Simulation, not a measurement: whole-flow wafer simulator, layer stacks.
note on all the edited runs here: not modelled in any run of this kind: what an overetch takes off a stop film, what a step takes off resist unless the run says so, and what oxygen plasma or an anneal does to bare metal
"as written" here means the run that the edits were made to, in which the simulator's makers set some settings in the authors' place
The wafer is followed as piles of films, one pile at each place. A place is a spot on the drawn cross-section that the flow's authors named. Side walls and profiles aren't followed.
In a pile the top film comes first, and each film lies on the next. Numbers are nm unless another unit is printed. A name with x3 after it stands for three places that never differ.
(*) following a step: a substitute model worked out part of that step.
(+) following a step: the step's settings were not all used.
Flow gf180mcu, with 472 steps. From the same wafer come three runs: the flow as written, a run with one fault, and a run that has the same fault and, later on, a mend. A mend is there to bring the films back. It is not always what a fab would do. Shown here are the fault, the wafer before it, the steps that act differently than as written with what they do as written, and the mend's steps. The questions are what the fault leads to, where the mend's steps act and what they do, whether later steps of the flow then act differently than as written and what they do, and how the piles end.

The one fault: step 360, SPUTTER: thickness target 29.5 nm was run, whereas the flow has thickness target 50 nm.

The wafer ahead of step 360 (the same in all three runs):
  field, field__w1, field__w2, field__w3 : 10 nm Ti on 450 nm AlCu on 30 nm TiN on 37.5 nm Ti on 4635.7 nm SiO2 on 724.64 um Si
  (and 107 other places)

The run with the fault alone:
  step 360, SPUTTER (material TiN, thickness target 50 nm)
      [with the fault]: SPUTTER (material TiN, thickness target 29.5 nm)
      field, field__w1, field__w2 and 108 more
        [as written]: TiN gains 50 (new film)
        [with the fault]: TiN gains 29.5 (new film)
  Later steps of the flow acting differently than as written (not shown: 2 more steps that differ only slightly, by at most 2% or 0.5 nm, whichever is larger):
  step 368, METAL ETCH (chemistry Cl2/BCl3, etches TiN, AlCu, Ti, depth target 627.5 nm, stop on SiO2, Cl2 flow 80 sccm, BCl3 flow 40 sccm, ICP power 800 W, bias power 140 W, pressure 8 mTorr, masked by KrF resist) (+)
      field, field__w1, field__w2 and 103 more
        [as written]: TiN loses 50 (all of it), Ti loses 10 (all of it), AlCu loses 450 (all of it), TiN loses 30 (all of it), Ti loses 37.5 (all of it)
        [with the fault]: TiN loses 29.5 (all of it), Ti loses 10 (all of it), AlCu loses 450 (all of it), TiN loses 30 (all of it), Ti loses 37.5 (all of it)
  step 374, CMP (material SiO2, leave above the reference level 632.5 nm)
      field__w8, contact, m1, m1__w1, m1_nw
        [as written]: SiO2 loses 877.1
        [with the fault]: SiO2 loses 856.6
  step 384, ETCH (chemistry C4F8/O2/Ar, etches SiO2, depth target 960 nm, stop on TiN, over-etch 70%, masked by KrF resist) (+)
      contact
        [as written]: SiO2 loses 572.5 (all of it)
        [with the fault]: SiO2 loses 593 (all of it)
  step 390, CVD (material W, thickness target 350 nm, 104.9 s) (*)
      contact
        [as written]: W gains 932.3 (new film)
        [with the fault]: W gains 953 (new film)
  At field__w8, contact, m1, m1__w1, m1_nw, the piles at the end differ from the flow's by more than 2% or 0.5 nm, whichever is larger.
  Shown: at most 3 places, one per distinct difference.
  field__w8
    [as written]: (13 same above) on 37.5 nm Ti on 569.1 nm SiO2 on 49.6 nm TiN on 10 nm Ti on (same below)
    [with the fault]: (13 same above) on 37.5 nm Ti on 589.6 nm SiO2 on 29.1 nm TiN on 10 nm Ti on (same below)
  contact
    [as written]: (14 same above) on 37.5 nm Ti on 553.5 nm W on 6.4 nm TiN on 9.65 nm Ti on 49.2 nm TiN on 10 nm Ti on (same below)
    [with the fault]: (14 same above) on 37.5 nm Ti on 574.2 nm W on 6.33 nm TiN on 9.54 nm Ti on 28.7 nm TiN on 10 nm Ti on (same below)

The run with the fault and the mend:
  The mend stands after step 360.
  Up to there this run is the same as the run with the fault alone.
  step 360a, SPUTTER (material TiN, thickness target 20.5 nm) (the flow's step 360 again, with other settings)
      field, field__w1, field__w2 and 108 more
        TiN gains 20.5
  Every later step of the flow that is run acts as written at every place that is followed.
  The piles end the same as the flow's at every place that both follow.
